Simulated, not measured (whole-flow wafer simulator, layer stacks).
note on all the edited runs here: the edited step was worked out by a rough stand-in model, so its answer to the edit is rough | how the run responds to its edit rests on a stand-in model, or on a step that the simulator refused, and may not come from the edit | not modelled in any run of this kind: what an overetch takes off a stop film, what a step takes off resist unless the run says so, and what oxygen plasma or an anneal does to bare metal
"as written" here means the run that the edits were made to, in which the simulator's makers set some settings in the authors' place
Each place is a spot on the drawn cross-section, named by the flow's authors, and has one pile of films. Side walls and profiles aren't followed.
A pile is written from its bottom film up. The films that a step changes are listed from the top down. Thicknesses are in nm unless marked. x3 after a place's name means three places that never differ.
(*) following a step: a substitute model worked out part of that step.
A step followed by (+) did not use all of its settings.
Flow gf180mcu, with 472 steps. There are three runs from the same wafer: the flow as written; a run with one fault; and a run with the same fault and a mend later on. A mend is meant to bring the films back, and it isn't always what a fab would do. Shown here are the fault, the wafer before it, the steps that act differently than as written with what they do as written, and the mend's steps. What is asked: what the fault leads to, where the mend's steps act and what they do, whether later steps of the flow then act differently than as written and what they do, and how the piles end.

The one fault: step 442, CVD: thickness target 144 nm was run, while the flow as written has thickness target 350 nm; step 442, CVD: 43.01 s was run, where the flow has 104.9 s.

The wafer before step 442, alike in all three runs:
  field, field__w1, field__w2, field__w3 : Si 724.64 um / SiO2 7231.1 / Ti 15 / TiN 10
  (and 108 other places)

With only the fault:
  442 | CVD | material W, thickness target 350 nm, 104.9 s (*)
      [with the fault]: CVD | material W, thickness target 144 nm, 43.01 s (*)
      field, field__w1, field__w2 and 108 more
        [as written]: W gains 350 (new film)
        [with the fault]: W gains 145.3 (new film)
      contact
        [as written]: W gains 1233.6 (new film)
        [with the fault]: W gains 1028.9 (new film)
  Later steps of the flow acting differently than as written:
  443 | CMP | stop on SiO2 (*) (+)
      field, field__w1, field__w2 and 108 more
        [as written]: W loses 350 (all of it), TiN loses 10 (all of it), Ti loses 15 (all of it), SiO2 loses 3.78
        [with the fault]: W loses 145.3 (all of it), TiN loses 10 (all of it), Ti loses 15 (all of it), SiO2 loses 1.72
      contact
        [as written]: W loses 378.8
        [with the fault]: W loses 172
  At the end the piles are close to the flow's at the places that both follow, differing by at most 2% or 0.5 nm, whichever is larger.

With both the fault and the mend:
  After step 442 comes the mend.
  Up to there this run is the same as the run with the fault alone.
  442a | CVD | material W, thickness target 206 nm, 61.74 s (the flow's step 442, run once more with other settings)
      field, field__w1, field__w2 and 109 more
        W gains 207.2
  None of the later steps of the flow differs from how it acts as written, at any place that is followed, by more than 2% or 0.5 nm, whichever is larger.
  At the end the piles are close to the flow's at the places that both follow, differing by at most 2% or 0.5 nm, whichever is larger.
